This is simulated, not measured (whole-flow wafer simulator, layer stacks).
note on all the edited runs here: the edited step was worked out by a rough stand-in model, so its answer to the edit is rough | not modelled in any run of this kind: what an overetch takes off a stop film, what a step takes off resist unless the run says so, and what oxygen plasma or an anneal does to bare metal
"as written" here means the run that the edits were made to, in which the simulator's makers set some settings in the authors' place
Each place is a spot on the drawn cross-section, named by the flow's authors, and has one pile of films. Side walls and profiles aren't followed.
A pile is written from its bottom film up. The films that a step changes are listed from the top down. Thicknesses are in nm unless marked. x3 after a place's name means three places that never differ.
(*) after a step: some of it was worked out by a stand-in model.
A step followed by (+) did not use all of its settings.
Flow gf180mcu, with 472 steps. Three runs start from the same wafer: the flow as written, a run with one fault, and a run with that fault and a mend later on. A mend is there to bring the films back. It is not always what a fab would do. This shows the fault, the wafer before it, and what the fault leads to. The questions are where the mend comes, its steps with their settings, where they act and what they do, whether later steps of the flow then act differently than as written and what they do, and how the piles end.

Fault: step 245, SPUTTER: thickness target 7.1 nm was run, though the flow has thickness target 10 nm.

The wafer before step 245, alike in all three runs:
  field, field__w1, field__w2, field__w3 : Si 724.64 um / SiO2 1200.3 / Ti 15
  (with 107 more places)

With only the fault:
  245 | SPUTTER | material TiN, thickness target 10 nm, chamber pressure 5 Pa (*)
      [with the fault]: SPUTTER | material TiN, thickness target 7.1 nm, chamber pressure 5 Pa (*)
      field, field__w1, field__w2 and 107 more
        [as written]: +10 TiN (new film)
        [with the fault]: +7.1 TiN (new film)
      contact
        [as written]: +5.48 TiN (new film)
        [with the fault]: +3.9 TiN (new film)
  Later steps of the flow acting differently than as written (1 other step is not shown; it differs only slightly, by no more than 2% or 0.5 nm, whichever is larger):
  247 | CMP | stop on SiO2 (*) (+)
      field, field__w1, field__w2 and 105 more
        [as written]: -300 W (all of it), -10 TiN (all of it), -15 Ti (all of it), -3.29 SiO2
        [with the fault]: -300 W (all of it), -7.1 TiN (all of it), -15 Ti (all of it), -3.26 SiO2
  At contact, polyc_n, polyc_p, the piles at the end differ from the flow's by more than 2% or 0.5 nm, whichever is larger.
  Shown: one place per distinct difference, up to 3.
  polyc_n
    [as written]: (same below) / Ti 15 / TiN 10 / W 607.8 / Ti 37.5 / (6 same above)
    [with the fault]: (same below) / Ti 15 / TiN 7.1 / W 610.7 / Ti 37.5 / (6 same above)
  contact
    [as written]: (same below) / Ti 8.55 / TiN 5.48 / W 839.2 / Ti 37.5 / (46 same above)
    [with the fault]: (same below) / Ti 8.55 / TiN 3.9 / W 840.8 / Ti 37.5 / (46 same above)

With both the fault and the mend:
  The mend stands after step 245.
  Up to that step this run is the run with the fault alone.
  245a | SPUTTER | material TiN, thickness target 2.9 nm, chamber pressure 5 Pa (*) (a further turn of the flow's step 245, with different settings)
      field, field__w1, field__w2 and 107 more
        +2.9 TiN
      contact
        +1.59 TiN
  Every later step of the flow that is run acts as written at every place that is followed.
  At every place that both follow, the piles at the end match the flow's.
